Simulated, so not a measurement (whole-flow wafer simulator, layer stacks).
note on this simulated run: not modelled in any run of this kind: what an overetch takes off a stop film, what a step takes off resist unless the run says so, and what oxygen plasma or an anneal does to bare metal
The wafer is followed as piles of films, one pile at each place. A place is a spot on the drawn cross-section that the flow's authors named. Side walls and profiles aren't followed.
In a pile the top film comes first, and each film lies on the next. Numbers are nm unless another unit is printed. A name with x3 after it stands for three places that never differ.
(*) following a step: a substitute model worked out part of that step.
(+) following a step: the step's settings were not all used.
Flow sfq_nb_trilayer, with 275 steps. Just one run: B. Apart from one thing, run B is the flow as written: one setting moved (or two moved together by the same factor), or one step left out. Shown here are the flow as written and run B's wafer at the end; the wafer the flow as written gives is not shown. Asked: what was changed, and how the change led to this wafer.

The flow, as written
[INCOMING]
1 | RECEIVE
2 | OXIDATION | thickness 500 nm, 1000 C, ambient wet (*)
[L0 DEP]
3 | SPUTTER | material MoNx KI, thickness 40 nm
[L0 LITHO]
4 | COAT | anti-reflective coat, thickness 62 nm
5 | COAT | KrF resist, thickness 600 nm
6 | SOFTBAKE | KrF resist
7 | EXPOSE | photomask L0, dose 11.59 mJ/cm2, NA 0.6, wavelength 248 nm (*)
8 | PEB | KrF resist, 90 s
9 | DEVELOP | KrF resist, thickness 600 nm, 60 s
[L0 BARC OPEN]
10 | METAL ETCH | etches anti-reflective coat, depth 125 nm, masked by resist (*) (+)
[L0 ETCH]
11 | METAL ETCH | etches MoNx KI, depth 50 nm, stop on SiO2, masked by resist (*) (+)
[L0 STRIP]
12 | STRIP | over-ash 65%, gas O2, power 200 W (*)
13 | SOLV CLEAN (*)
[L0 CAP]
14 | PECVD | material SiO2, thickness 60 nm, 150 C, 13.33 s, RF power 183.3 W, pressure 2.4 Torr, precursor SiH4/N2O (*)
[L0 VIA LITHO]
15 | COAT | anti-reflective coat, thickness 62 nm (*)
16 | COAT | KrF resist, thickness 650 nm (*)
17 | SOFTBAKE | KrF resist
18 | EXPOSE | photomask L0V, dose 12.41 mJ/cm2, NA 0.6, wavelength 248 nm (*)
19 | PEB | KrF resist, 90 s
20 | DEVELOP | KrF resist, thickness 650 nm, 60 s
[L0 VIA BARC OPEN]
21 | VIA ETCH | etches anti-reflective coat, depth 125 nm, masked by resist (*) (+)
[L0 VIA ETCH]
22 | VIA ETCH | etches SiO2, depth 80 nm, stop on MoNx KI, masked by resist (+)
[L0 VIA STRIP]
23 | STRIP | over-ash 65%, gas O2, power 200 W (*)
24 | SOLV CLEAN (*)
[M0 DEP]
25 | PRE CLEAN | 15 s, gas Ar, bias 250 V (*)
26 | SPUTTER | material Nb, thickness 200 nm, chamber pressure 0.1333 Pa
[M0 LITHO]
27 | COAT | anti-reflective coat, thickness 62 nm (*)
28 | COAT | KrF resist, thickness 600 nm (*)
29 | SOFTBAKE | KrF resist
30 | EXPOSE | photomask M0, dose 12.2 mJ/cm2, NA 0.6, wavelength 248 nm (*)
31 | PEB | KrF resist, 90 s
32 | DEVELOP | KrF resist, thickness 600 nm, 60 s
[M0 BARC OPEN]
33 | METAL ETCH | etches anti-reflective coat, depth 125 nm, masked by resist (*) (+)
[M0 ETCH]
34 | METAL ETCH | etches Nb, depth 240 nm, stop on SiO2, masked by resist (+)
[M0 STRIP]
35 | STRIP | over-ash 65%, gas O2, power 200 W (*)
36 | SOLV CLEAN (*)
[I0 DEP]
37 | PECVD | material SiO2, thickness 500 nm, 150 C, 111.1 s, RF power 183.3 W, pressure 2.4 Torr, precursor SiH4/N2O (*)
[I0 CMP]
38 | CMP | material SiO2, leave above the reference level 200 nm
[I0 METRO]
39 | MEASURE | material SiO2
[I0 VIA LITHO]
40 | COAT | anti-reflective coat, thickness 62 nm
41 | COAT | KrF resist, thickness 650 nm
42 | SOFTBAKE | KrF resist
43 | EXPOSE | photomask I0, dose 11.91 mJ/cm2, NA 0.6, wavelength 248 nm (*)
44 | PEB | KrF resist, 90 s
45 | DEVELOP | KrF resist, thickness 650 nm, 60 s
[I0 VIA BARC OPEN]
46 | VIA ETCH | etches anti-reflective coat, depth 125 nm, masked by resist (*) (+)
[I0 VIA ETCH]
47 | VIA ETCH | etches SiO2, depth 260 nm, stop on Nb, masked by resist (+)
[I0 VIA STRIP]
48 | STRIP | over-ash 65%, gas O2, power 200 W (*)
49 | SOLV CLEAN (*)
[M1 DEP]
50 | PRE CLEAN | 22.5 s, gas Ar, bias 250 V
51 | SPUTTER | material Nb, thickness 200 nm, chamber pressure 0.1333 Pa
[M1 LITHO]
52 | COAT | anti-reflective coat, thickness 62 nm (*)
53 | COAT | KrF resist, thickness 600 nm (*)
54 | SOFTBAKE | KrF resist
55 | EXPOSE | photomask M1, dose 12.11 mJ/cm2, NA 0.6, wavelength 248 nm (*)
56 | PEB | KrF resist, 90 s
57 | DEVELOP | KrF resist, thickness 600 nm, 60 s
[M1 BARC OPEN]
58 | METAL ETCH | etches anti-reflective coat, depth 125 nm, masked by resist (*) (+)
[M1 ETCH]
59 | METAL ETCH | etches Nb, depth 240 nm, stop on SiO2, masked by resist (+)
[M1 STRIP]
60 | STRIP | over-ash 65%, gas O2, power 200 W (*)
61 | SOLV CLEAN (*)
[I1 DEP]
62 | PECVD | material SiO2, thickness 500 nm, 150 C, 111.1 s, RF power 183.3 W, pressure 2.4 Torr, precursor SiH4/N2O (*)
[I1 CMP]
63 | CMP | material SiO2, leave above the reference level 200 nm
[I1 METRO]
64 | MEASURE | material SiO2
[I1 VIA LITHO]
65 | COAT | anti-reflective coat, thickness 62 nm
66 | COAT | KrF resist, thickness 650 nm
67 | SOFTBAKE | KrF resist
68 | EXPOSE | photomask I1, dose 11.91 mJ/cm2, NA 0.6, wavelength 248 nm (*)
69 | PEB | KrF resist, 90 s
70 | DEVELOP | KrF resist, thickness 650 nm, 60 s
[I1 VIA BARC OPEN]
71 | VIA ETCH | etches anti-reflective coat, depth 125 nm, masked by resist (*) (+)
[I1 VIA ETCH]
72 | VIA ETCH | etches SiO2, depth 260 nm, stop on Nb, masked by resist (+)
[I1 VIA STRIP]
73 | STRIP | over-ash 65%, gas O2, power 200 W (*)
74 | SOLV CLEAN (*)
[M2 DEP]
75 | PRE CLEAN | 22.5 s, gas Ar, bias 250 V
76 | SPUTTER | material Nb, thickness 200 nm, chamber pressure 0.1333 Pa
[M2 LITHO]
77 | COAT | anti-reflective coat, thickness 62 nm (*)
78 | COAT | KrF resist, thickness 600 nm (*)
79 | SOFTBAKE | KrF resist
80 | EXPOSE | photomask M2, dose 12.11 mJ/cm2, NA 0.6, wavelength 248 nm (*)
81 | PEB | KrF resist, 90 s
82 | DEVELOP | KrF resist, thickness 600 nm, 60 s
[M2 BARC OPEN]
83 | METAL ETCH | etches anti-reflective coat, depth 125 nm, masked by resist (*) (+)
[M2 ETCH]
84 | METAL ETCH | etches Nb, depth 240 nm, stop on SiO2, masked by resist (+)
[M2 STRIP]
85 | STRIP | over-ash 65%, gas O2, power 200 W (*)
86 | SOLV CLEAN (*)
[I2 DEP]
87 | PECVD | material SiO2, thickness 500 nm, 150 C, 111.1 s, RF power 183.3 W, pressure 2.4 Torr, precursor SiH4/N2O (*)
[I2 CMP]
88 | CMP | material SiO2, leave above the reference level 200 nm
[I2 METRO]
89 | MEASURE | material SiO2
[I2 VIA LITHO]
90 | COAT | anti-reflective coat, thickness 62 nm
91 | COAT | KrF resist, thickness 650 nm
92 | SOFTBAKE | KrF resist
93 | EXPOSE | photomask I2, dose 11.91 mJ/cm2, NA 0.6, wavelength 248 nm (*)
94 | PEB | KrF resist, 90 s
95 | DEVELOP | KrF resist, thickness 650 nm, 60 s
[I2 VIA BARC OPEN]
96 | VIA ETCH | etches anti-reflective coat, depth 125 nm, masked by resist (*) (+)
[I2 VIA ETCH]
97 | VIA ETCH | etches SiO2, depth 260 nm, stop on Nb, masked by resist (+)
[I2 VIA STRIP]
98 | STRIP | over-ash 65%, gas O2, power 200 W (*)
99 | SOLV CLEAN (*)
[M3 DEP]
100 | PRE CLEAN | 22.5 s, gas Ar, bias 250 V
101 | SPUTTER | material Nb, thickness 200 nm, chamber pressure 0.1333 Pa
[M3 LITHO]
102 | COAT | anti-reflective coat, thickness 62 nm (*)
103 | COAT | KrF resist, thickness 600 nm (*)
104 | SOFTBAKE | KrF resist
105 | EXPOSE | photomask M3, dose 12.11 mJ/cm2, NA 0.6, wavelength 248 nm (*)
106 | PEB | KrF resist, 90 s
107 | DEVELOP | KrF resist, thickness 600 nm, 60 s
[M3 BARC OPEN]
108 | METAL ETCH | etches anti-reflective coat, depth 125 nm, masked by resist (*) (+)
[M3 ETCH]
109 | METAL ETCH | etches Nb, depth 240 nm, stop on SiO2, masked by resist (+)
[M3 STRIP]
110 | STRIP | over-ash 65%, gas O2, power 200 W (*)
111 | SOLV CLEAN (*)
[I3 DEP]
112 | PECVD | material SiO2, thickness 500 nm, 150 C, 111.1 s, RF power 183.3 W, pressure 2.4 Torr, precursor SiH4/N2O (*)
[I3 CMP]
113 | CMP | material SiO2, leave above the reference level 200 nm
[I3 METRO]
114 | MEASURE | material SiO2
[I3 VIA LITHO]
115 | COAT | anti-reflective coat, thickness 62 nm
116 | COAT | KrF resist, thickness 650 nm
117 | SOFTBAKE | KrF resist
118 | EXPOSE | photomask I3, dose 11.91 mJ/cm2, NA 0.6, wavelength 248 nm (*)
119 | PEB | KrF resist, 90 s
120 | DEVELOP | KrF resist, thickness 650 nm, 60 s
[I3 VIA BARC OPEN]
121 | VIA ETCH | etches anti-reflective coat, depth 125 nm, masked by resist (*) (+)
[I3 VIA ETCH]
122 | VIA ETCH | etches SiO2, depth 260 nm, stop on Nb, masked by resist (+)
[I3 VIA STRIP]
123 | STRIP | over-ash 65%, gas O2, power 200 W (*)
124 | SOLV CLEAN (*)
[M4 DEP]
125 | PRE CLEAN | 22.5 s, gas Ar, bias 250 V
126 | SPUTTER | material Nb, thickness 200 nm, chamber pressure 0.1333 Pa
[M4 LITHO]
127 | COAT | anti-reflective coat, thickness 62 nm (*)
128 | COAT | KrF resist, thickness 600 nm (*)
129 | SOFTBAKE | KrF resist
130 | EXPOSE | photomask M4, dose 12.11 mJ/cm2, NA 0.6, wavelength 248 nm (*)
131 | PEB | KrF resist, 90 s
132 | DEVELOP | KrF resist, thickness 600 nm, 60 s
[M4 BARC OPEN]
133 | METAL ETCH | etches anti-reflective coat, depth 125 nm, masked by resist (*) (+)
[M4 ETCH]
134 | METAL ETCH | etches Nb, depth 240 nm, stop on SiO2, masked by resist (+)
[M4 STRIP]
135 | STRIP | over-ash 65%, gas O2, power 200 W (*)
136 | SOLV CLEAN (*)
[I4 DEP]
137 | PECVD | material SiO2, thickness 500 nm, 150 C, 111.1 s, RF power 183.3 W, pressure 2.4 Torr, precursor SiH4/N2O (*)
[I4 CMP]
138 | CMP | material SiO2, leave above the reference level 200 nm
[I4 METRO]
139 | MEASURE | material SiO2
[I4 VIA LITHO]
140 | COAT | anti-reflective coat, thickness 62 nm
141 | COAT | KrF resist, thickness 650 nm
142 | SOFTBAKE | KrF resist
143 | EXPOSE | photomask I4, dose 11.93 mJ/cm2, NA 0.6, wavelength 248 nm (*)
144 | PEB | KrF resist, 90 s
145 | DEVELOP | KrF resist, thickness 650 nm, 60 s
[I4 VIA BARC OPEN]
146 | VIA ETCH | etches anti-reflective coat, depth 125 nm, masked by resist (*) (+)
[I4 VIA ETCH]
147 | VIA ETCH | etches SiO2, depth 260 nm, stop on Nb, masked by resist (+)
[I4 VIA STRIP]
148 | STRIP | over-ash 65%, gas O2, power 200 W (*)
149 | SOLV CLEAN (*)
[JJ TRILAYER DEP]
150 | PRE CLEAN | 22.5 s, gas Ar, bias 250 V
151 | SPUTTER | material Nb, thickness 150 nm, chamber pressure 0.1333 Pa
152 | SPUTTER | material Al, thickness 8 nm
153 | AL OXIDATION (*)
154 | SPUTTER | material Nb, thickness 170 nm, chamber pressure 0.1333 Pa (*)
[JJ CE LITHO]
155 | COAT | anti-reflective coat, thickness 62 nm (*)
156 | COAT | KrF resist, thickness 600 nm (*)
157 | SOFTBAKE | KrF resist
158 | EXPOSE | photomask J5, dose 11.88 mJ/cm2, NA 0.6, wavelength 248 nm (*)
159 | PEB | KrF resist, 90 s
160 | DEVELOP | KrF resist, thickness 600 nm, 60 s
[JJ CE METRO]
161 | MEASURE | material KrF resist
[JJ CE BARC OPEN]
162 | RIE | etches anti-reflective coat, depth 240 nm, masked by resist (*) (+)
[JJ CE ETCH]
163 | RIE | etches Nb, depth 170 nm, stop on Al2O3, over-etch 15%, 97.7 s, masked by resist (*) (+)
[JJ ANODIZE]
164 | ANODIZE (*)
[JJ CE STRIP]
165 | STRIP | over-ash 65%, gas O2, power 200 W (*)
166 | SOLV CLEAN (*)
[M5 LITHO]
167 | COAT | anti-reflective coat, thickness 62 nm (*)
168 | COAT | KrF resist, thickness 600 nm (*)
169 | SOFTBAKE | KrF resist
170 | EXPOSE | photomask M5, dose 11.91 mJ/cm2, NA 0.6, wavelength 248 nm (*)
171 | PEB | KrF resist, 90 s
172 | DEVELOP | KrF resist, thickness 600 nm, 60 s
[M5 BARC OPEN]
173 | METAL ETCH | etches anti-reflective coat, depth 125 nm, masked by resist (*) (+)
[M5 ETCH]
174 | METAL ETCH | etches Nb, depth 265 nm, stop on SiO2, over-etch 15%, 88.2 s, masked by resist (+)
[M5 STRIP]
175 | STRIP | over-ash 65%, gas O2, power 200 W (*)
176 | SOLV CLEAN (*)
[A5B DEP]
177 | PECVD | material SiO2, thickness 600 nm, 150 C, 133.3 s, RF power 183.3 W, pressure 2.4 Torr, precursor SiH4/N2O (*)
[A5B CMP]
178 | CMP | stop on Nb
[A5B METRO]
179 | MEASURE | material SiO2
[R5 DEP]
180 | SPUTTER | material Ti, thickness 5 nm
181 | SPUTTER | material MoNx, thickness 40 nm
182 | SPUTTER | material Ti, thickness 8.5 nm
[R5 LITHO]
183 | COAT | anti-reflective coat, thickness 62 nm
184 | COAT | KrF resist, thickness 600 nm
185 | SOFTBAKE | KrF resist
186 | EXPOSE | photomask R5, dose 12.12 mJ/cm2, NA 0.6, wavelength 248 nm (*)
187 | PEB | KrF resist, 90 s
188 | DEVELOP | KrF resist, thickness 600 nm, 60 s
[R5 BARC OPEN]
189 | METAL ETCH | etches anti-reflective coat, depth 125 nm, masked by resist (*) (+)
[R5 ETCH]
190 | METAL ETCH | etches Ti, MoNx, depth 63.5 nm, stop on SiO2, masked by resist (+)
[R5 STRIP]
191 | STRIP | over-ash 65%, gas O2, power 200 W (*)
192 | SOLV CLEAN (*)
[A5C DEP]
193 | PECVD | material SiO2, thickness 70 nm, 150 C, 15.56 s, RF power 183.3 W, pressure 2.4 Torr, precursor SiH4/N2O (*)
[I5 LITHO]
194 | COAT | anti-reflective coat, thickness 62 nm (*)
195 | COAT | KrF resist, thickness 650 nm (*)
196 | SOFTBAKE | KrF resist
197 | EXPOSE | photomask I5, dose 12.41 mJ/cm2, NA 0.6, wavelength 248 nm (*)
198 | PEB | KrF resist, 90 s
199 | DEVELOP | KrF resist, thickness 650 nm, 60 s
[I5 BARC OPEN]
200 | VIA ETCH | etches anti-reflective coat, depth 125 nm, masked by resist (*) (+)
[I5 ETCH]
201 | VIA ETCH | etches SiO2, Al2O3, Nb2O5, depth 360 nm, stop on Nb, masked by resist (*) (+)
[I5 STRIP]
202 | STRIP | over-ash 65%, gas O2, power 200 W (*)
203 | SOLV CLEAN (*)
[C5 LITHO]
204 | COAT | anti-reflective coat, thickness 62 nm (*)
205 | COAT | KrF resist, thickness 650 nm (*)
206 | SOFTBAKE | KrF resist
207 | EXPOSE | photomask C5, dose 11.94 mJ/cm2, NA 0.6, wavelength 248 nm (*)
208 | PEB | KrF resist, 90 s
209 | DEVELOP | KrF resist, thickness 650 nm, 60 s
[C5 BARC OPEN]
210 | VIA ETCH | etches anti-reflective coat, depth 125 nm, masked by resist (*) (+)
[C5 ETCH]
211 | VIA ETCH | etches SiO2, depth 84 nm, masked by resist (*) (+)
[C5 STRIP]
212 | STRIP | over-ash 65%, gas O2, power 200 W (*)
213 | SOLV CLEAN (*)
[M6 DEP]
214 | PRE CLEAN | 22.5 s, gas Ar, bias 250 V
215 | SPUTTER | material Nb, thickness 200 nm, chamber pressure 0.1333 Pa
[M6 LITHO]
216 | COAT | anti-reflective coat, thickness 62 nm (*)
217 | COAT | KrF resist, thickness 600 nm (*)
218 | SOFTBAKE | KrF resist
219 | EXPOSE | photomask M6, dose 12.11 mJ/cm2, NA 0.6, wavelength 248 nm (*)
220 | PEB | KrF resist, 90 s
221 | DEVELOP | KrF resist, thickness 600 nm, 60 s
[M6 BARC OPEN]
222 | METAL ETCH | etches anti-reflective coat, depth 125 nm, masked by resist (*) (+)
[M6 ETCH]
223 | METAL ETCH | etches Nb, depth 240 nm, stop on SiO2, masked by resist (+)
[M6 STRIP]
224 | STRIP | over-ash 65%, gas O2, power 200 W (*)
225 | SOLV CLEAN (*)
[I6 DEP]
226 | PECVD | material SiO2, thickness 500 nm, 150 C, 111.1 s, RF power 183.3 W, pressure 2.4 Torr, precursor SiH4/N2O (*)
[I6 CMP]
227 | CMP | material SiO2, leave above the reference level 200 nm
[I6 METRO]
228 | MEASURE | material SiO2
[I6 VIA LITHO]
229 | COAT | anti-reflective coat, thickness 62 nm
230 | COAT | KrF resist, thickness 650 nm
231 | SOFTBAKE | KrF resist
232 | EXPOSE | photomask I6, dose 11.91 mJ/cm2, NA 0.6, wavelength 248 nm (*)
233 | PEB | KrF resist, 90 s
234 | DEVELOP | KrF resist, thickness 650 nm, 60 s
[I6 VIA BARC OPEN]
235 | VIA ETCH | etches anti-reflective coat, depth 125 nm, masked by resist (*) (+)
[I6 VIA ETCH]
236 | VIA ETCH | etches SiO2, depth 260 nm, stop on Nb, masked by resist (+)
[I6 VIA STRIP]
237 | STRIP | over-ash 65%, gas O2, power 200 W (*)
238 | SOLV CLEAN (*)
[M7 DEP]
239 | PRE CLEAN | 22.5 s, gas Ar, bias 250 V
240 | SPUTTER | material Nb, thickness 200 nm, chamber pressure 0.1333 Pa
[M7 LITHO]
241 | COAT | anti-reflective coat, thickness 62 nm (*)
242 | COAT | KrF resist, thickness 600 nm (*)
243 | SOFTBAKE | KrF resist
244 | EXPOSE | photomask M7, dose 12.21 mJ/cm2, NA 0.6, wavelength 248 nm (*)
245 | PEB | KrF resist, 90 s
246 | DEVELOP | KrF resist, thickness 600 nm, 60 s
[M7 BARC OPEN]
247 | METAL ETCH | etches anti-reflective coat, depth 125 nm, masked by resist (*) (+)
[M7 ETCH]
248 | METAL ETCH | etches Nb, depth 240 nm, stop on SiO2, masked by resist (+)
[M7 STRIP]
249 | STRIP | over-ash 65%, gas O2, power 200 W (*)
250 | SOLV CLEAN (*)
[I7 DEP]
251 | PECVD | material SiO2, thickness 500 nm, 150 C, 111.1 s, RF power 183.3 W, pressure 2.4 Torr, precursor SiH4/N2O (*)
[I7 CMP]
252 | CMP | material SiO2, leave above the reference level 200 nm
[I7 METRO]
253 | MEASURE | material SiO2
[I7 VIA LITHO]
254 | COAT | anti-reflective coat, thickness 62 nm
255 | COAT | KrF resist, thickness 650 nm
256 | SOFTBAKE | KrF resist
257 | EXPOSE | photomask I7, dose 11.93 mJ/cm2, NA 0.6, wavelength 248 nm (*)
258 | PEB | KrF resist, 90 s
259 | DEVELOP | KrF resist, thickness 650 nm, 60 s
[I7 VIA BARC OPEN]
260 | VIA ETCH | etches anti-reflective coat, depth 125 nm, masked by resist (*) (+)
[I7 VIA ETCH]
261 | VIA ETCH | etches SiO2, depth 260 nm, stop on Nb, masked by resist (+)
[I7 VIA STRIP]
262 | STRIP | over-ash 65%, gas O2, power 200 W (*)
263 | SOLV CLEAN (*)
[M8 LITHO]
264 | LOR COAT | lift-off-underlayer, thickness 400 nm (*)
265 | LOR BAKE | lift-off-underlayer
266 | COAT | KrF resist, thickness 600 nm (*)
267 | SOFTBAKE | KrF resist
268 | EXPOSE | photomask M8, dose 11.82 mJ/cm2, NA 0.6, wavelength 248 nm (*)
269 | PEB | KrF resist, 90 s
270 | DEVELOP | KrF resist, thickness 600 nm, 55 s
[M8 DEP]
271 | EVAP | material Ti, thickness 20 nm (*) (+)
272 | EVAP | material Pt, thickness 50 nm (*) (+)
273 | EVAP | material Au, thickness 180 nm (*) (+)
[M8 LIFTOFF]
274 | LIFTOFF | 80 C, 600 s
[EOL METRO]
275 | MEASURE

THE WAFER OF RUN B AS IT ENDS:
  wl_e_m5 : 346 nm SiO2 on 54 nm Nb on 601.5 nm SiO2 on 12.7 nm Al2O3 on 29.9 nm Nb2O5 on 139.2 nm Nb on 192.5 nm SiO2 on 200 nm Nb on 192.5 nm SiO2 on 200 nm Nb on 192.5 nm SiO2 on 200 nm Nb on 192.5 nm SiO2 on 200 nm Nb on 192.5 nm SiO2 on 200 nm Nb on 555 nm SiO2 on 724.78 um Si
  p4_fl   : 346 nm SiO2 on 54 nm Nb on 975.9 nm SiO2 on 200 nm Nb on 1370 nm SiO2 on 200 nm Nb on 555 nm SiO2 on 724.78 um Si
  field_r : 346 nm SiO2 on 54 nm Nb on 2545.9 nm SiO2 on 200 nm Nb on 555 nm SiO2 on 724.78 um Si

Cause: step 248, METAL ETCH: depth 146 nm was run, while the flow as written has depth 240 nm.

How this came from the change, step by step:
  248 | METAL ETCH | etches Nb, depth 240 nm, stop on SiO2, masked by resist (+)
      field_l, field_r, lsp_l and 62 more: Nb loses 146 (it would be, as written: Nb loses 200 (all of it))
      v_sur, via_wl, via_w and 38 more: KrF resist loses 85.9 (it would be, as written: KrF resist loses 141.2)
  249 | STRIP | over-ash 65%, gas O2, power 200 W (*)
      wl_j_sl, wl_jj, wl_j_sr and 14 more: KrF resist loses 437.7 (all of it), anti-reflective coat loses 62 (all of it) (it would be, as written: KrF resist loses 382.4 (all of it), anti-reflective coat loses 62 (all of it))
      ln_m5, lsp_m, ln_m6, lsp_r: KrF resist loses 437.2 (all of it), anti-reflective coat loses 61.8 (all of it) (it would be, as written: KrF resist loses 381.9 (all of it), anti-reflective coat loses 61.8 (all of it))
      (also at 20 further places)
  251 | PECVD | material SiO2, thickness 500 nm, 150 C, 111.1 s, RF power 183.3 W, pressure 2.4 Torr, precursor SiH4/N2O (*)
      field_l, p4_fl, p4_fm and 56 more: SiO2 gains 500 (new film) (it would be, as written: SiO2 gains 500)
      field_r, lsp_l: SiO2 gains 483.7 (new film) (it would be, as written: SiO2 gains 477.7)
      (also at 4 further places)
  252 | CMP | material SiO2, leave above the reference level 200 nm
      field_l, p4_fl, p4_fm and 56 more: SiO2 loses 154 (it would be, as written: SiO2 loses 100)
      field_r, lsp_l: SiO2 loses 137.7 (it would be, as written: SiO2 loses 77.7)
      (also at 2 further places)
If metal films that touch count as one body, wl_e_m5 has 7 bodies (between them, from the top down: SiO2 601.5 / Al2O3 12.7 / Nb2O5 29.9; SiO2 192.5; SiO2 192.5; SiO2 192.5; SiO2 192.5; SiO2 192.5); the flow as written gives 6 bodies (between them, from the top down: SiO2 192.5; SiO2 192.5; SiO2 192.5; SiO2 192.5; SiO2 192.5).
If metal films that touch count as one body, p4_fl has 3 bodies (between them, from the top down: SiO2 975.9; SiO2 1370); the flow as written gives 2 bodies (between them, from the top down: SiO2 1370).
If metal films that touch count as one body, field_r has 2 bodies (between them, from the top down: SiO2 2545.9); the flow as written gives 1 body.
